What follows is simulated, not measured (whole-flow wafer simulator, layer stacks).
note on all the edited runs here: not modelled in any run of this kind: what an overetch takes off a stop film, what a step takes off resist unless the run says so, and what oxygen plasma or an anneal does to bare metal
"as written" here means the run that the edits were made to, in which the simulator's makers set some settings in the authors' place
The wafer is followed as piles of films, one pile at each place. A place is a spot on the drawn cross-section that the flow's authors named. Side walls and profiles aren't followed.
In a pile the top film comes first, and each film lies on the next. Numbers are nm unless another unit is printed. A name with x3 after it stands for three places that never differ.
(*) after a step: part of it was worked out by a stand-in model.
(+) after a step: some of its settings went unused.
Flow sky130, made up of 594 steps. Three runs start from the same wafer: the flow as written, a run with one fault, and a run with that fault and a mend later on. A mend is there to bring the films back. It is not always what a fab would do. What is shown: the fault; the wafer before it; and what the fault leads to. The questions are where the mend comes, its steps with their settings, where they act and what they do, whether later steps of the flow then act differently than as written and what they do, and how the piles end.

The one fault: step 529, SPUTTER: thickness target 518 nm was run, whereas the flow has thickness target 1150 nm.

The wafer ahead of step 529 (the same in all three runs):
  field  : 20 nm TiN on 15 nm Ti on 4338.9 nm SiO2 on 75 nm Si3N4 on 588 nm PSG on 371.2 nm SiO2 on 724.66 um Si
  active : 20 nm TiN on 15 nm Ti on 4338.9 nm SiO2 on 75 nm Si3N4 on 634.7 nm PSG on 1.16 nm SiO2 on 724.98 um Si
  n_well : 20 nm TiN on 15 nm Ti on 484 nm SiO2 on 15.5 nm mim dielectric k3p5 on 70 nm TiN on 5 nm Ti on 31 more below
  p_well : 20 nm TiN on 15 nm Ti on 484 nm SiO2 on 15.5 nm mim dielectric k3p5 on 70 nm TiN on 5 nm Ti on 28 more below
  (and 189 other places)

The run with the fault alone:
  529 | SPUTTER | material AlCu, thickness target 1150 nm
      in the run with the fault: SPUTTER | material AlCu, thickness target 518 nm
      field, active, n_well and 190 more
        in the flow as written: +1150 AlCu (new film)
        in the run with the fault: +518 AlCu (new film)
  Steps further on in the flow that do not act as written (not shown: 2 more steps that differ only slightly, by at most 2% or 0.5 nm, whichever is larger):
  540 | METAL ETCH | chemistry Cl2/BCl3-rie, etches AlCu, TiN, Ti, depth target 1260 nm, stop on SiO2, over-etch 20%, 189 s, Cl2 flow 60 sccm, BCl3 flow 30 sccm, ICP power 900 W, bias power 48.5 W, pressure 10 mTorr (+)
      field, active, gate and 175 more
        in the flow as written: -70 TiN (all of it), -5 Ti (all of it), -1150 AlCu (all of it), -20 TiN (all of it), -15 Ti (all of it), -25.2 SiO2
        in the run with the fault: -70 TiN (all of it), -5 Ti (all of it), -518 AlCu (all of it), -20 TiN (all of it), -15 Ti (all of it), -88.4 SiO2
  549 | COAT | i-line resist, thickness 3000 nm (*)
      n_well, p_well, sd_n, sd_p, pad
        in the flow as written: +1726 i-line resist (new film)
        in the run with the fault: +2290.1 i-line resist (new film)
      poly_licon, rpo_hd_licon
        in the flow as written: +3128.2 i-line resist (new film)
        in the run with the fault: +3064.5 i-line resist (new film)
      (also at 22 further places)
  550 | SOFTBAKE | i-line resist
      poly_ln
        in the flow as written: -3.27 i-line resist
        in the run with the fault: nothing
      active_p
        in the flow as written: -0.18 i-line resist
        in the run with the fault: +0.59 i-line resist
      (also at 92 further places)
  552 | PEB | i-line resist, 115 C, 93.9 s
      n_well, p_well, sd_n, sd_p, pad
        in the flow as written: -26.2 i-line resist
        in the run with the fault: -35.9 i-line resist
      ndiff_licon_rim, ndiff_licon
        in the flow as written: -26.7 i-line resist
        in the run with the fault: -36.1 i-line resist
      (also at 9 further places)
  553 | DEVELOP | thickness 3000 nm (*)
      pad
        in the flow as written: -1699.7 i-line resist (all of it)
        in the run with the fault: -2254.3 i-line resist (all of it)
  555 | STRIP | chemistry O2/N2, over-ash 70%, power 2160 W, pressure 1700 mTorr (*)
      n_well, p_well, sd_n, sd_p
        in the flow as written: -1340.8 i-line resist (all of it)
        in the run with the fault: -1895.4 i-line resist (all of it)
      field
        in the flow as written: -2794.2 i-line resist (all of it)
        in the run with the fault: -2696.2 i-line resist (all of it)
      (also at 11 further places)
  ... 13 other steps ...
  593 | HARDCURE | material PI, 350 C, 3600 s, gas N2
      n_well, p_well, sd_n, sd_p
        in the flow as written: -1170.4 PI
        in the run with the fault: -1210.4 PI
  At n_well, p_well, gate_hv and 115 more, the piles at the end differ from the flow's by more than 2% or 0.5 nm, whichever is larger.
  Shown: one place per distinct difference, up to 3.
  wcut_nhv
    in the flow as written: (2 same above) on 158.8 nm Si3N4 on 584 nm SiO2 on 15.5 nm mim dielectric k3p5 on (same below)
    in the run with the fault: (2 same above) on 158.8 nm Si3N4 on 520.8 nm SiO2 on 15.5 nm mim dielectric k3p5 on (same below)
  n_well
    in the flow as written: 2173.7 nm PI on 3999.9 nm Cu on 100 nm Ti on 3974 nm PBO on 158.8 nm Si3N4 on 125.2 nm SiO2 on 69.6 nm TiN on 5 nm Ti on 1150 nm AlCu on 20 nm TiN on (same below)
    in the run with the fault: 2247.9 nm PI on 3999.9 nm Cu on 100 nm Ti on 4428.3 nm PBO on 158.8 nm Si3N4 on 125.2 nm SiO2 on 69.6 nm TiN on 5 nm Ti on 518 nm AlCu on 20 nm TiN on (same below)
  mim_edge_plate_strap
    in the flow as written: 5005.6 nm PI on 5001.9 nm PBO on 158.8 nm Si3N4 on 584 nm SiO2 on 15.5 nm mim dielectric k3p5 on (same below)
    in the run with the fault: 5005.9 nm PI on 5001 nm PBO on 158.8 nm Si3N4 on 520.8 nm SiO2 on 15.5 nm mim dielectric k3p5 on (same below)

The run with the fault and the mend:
  The mend stands after step 529.
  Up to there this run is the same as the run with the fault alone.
  529a | SPUTTER | material AlCu, thickness target 632 nm (the flow's step 529, run once more with other settings)
      field, active, n_well and 190 more
        +632 AlCu
  Later steps of the flow that are run all act as written at every place that is followed.
  At every place that both follow, the piles at the end match the flow's.
